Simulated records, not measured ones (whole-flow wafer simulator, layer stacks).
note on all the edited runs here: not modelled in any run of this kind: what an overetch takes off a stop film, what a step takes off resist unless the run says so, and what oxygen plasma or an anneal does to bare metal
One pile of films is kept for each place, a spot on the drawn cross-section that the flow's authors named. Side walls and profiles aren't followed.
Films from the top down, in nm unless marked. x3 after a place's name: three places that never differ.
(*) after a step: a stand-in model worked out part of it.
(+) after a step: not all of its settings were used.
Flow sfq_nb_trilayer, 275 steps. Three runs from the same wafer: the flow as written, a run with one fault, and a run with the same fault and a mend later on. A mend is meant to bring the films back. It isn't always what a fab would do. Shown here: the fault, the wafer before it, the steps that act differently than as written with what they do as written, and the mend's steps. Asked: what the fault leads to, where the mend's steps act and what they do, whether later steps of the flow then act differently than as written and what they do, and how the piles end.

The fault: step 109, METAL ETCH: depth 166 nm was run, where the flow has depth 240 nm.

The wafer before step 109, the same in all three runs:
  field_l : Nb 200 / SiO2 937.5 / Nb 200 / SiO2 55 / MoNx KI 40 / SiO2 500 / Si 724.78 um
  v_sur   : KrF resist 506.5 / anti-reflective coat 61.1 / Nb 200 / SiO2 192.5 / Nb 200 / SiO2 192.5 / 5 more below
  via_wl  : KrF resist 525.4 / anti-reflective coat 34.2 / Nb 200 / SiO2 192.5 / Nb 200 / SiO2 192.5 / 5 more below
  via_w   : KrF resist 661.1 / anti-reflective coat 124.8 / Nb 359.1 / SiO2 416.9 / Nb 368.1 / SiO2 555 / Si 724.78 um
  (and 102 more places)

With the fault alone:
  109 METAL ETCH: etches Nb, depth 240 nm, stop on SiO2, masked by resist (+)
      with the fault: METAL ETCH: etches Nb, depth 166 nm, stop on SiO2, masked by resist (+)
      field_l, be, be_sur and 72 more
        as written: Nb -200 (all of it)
        with the fault: Nb -166
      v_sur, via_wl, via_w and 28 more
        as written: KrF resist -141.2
        with the fault: KrF resist -97.6
  Later steps of the flow that act differently than as written:
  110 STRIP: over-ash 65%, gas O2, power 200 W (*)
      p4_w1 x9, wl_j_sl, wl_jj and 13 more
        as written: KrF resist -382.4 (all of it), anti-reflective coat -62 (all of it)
        with the fault: KrF resist -425.9 (all of it), anti-reflective coat -62 (all of it)
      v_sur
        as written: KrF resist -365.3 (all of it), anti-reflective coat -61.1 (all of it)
        with the fault: KrF resist -408.8 (all of it), anti-reflective coat -61.1 (all of it)
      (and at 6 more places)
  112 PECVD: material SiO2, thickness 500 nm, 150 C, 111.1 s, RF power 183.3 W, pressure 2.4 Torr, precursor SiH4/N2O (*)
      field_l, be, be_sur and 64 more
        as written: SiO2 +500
        with the fault: SiO2 +500 (new film)
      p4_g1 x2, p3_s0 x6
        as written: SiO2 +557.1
        with the fault: SiO2 +523.1 (new film)
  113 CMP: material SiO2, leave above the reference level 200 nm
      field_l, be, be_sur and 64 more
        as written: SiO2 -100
        with the fault: SiO2 -134
  At the end the piles differ from the flow's by more than 2% or 0.5 nm, whichever is larger, at field_l, be, be_sur and 72 more.
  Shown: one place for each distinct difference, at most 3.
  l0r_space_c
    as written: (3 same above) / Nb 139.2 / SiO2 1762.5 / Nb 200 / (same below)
    with the fault: (3 same above) / Nb 139.2 / SiO2 751 / Nb 34 / SiO2 977.5 / Nb 200 / (same below)
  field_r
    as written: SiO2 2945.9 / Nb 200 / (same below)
    with the fault: SiO2 1934.4 / Nb 34 / SiO2 977.5 / Nb 200 / (same below)
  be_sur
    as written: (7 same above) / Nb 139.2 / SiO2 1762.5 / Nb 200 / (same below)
    with the fault: (7 same above) / Nb 139.2 / SiO2 751 / Nb 34 / SiO2 977.5 / Nb 200 / (same below)

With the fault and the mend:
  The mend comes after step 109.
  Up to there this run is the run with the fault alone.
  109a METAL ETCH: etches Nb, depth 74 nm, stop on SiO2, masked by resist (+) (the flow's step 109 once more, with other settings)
      field_l, be, be_sur and 72 more
        Nb -34 (all of it)
      v_sur, via_wl, via_w and 28 more
        KrF resist -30
  Later steps of the flow that act differently than as written:
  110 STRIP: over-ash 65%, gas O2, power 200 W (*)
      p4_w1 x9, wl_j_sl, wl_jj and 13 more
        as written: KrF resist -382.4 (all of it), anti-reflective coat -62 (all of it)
        with the mend: KrF resist -395.9 (all of it), anti-reflective coat -62 (all of it)
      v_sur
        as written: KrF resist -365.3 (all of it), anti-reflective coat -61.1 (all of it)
        with the mend: KrF resist -378.8 (all of it), anti-reflective coat -61.1 (all of it)
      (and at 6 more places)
  At the end the piles are the same as the flow's at every place that both follow.
